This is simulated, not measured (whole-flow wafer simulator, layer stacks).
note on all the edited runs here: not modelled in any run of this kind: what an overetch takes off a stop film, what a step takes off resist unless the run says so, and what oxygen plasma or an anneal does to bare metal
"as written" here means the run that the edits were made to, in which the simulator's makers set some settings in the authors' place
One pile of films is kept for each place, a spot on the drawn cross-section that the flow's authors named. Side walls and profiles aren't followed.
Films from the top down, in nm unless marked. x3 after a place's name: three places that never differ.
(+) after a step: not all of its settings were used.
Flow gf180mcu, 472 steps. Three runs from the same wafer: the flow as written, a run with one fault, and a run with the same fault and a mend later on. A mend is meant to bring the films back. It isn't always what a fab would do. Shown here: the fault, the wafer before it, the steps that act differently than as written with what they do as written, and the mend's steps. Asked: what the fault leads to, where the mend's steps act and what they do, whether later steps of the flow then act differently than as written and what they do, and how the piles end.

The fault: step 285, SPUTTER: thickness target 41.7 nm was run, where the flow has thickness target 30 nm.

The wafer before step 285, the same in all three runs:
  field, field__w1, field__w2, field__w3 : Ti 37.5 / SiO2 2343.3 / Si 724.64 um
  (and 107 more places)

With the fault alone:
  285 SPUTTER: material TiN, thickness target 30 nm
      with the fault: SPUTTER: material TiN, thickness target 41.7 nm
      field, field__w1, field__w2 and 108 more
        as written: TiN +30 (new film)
        with the fault: TiN +41.7 (new film)
  Later steps of the flow that act differently than as written:
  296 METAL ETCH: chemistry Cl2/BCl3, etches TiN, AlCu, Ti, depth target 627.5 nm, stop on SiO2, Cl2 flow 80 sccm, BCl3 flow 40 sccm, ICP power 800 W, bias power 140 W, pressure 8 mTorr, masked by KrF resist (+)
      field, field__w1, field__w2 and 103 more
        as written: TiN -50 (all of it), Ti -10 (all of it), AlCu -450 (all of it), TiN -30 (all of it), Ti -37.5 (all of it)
        with the fault: TiN -50 (all of it), Ti -10 (all of it), AlCu -450 (all of it), TiN -41.7 (all of it), Ti -37.5 (all of it)
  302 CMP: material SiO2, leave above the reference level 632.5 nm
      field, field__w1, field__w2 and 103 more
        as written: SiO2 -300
        with the fault: SiO2 -288.3
  At the end the piles differ from the flow's by more than 2% or 0.5 nm, whichever is larger, at field__w8, contact, m1, m1__w1, m1_nw.
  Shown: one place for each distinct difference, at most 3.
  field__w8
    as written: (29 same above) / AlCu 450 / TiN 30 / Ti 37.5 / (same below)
    with the fault: (29 same above) / AlCu 450 / TiN 41.7 / Ti 37.5 / (same below)
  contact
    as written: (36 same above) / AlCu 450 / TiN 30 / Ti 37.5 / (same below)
    with the fault: (36 same above) / AlCu 450 / TiN 41.7 / Ti 37.5 / (same below)

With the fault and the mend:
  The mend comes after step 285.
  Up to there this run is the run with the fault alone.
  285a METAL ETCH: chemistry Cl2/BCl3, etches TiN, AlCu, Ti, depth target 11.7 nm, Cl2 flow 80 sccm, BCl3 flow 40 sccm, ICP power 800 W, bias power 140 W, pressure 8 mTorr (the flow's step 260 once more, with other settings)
      field, field__w1, field__w2 and 108 more
        TiN -11.7
  No later step of the flow acts differently than as written at any place that is followed.
  At the end the piles are the same as the flow's at every place that both follow.
